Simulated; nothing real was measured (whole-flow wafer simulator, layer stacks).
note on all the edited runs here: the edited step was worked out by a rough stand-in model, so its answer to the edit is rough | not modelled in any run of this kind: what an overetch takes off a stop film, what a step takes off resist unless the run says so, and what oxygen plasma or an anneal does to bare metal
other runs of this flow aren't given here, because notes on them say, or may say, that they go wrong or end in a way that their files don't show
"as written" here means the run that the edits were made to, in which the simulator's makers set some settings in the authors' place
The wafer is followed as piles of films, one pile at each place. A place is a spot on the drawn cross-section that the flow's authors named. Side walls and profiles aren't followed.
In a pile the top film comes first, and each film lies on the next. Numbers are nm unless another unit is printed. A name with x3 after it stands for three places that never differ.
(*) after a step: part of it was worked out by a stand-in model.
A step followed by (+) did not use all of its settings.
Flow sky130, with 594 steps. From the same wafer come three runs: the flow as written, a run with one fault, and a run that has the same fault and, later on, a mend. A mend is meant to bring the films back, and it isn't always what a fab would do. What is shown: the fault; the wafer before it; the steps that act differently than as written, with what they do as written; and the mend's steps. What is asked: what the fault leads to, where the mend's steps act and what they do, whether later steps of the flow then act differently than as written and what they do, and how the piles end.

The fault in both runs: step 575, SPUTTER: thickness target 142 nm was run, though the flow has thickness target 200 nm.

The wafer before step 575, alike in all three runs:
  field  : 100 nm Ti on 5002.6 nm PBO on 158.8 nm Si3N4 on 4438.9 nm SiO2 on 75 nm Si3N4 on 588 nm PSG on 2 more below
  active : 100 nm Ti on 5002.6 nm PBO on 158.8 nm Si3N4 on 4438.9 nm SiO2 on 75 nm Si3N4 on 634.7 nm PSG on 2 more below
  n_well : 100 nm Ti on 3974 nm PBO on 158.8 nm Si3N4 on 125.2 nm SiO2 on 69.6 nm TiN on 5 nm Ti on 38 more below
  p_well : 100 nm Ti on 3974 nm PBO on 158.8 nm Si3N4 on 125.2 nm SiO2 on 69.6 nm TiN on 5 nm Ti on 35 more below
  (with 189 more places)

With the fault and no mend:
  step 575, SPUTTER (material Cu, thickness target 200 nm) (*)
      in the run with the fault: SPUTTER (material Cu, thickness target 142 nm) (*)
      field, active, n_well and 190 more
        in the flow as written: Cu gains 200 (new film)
        in the run with the fault: Cu gains 142 (new film)
  Steps later in the flow that act otherwise than as written (7 more steps, not shown, differ only slightly: by at most 2% or 0.5 nm, whichever is larger):
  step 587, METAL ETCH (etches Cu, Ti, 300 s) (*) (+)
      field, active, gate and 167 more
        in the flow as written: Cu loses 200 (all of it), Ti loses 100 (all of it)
        in the run with the fault: Cu loses 142 (all of it), Ti loses 100 (all of it)
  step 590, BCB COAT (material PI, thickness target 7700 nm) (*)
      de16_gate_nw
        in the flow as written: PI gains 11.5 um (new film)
        in the run with the fault: PI gains 11.45 um (new film)
  By the end, the piles at mim, sd_hvn, dext_nw_sti and 11 more depart from the flow's by more than 2% or 0.5 nm, whichever is larger.
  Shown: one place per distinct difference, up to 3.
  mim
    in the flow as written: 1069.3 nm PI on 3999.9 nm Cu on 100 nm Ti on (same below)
    in the run with the fault: 1123.6 nm PI on 3941.9 nm Cu on 100 nm Ti on (same below)
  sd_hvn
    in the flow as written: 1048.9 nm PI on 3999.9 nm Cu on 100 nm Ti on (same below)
    in the run with the fault: 1104.8 nm PI on 3941.9 nm Cu on 100 nm Ti on (same below)
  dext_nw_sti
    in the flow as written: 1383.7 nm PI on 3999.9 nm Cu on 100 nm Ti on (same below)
    in the run with the fault: 1435.8 nm PI on 3941.9 nm Cu on 100 nm Ti on (same below)

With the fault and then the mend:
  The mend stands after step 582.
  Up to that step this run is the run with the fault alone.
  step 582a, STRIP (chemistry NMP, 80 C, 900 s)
      wcut_nhv, wcut_phv, wcut_fox_pw and 23 more
        i-line resist loses 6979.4 (all of it)
      mim_edge_plate_strap, mim_edge_plate, mim_edge_gap, mim_edge_gap_sheet, vpp_l1ln, dnw_fox
        i-line resist loses 6980.8 (all of it)
      gate_len, gate_lvt_sd_len, gate_p_sd_len, gate_p_hvt_sd_len, gate_p_lvt_sd_len, gate_len_250
        i-line resist loses 6982 (all of it)
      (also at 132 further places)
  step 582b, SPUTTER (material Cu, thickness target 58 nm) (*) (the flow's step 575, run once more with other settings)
      field, active, n_well and 190 more
        Cu gains 58
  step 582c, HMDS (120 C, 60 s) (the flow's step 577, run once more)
      alters no film at any place that is followed
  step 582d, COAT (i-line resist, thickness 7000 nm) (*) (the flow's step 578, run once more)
      dice_street, wcut_nhv, wcut_phv and 18 more
        i-line resist gains 7000 (new film)
      poly_ln, iso_pw_fox, gate_lvt_sd, active_lvt, spacer_lvt, sonos_sd, sonos_cell_x, sonos_guard_x
        i-line resist gains 7003.2 (new film)
      vpp_iso2, mim_edge_plate_strap, mim_edge_plate, mim_edge_gap, mim_edge_gap_sheet, gate_hv_nvt, de16_nw_sti
        i-line resist gains 7001.4 (new film)
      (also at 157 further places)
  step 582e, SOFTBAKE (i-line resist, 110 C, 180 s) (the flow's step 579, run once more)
      de16_gate_pw, de16_pw_fp, de16_pw_sti, de16_psrc_nw
        i-line resist loses 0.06
      field, active_lvt
        i-line resist gains 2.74
      mim, vcap_hvt
        i-line resist loses 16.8
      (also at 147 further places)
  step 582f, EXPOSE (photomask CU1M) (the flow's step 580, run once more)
      alters no film at any place that is followed
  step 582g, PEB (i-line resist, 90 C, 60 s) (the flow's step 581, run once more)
      field, active, n_well and 134 more
        i-line resist loses 0.07
      pad
        i-line resist loses 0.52
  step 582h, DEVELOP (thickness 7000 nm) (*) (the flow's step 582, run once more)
      field, active, gate and 167 more
        i-line resist loses 20.6
      n_well, p_well, sd_n, sd_p
        i-line resist loses 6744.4 (all of it)
      dep_nw_sti, dep_ntap_nw, de16_nw_sti
        i-line resist loses 7000.7 (all of it)
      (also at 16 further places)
  Later steps of the flow that are run all act as written at every place that is followed.
  The piles end the same as the flow's at every place that both follow.
